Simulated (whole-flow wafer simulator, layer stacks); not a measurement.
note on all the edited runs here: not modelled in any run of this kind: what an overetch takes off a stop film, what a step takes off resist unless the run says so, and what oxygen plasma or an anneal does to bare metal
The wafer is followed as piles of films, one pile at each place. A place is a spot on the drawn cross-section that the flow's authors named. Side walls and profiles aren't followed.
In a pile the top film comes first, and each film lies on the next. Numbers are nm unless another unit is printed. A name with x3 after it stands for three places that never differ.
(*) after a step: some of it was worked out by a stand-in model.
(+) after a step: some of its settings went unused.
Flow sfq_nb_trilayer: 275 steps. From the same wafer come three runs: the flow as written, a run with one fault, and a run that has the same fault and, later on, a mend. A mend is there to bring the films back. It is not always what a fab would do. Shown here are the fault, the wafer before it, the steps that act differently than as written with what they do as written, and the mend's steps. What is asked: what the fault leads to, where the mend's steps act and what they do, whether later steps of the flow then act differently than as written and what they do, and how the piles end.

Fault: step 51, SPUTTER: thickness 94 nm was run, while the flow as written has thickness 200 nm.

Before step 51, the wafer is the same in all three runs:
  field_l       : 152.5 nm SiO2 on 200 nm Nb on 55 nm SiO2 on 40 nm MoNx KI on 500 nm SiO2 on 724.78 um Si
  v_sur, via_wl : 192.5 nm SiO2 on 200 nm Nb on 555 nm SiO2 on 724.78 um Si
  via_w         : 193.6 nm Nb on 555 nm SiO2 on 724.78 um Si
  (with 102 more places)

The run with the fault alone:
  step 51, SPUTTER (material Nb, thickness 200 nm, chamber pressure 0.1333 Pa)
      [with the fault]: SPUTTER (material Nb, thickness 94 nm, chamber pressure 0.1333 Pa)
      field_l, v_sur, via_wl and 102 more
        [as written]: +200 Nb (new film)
        [with the fault]: +94 Nb (new film)
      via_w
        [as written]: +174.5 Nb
        [with the fault]: +82.8 Nb
  Later steps of the flow acting differently than as written (not shown: 3 more steps that differ only slightly, by at most 2% or 0.5 nm, whichever is larger):
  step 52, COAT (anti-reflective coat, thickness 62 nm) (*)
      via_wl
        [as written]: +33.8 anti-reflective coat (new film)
        [with the fault]: +33 anti-reflective coat (new film)
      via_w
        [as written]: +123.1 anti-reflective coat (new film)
        [with the fault]: +118.7 anti-reflective coat (new film)
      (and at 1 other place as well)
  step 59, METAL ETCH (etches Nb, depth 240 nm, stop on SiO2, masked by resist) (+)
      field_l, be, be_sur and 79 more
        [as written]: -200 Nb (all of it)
        [with the fault]: -94 Nb (all of it)
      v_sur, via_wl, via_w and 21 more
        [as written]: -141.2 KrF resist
        [with the fault]: -82.9 KrF resist
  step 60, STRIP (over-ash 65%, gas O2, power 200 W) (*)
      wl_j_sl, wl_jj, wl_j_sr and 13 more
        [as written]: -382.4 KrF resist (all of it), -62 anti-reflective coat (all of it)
        [with the fault]: -440.6 KrF resist (all of it), -62 anti-reflective coat (all of it)
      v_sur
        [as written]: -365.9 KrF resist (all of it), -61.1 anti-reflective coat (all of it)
        [with the fault]: -425 KrF resist (all of it), -60.9 anti-reflective coat (all of it)
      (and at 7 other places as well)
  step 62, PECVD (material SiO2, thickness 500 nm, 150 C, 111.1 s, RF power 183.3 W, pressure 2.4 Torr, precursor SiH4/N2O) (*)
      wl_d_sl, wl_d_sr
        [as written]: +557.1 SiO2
        [with the fault]: +500 SiO2
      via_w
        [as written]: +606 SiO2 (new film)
        [with the fault]: +580.1 SiO2 (new film)
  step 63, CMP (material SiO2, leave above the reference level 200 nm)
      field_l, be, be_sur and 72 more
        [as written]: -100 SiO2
        [with the fault]: -206 SiO2
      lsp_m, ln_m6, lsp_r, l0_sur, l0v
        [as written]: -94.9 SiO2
        [with the fault]: -206 SiO2
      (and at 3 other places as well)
  At field_l, v_sur, via_wl and 103 more, the piles at the end differ from the flow's by more than 2% or 0.5 nm, whichever is larger.
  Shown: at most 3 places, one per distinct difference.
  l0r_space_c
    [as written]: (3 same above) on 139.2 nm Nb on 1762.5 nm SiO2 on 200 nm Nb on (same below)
    [with the fault]: (3 same above) on 139.2 nm Nb on 1656.5 nm SiO2 on 200 nm Nb on (same below)
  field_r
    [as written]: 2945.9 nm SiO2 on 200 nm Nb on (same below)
    [with the fault]: 2839.9 nm SiO2 on 200 nm Nb on (same below)
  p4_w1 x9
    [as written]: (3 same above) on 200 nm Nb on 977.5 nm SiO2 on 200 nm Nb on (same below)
    [with the fault]: (3 same above) on 200 nm Nb on 871.5 nm SiO2 on 200 nm Nb on (same below)

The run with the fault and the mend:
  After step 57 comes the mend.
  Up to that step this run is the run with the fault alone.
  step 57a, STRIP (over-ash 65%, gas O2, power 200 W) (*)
      p4_fl x3, p4_w1 x9, p4_g1 x2 and 47 more
        -62 anti-reflective coat (all of it)
      wl_j_sl, wl_jj, wl_j_sr and 13 more
        -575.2 KrF resist (all of it), -62 anti-reflective coat (all of it)
      r_sur, res, r_end and 8 more
        -61.8 anti-reflective coat (all of it)
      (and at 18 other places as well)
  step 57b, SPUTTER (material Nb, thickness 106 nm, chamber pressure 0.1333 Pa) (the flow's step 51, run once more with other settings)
      field_l, v_sur, via_wl and 102 more
        +106 Nb
      via_w
        +87.4 Nb
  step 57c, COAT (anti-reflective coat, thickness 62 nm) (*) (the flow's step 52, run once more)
      p4_fl x3, p4_w1 x9, p4_g1 x2 and 63 more
        +62 anti-reflective coat (new film)
      r_sur, res, r_end and 9 more
        +61.8 anti-reflective coat (new film)
      jj_sur, ce_l, c5j, ce_r, sp_r, be_r
        +61.7 anti-reflective coat (new film)
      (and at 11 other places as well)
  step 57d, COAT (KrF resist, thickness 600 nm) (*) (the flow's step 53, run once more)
      p4_fl x3, p4_w1 x9, p4_g1 x2 and 63 more
        +600 KrF resist (new film)
      res, r_end, moat, field_r, l0_sur
        +599.4 KrF resist (new film)
      lsp_l, ln_m5, lsp_m, ln_m6, lsp_r
        +599.5 KrF resist (new film)
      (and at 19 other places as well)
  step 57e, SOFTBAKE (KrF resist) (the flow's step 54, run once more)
      alters no film at any place that is followed
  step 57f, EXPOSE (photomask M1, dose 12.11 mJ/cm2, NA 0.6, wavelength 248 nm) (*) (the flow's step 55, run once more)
      alters no film at any place that is followed
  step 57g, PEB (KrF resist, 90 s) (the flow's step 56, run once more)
      wire, be, be_sur and 96 more
        -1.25 KrF resist
      field_l, via_v
        -1.24 KrF resist
      via_wl, via_wr
        -1.26 KrF resist
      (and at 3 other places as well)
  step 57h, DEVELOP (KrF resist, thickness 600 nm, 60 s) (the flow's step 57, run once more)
      p4_fl x3, p4_w1 x9, p4_g1 x2 and 47 more
        -598.7 KrF resist (all of it)
      v_sur, via_wl, via_w and 21 more
        -23.5 KrF resist
      moat, field_r, lsp_l, lsp_m, ln_m6, lsp_r, l0_sur
        -598.2 KrF resist (all of it)
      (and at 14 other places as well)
  Later steps of the flow that are run all act as written at every place that is followed, up to a difference of at most 2% or 0.5 nm, whichever is larger.
  When the end is reached, the piles differ only a little from the flow's at the places that both follow, at most by 2% or 0.5 nm, whichever is larger.
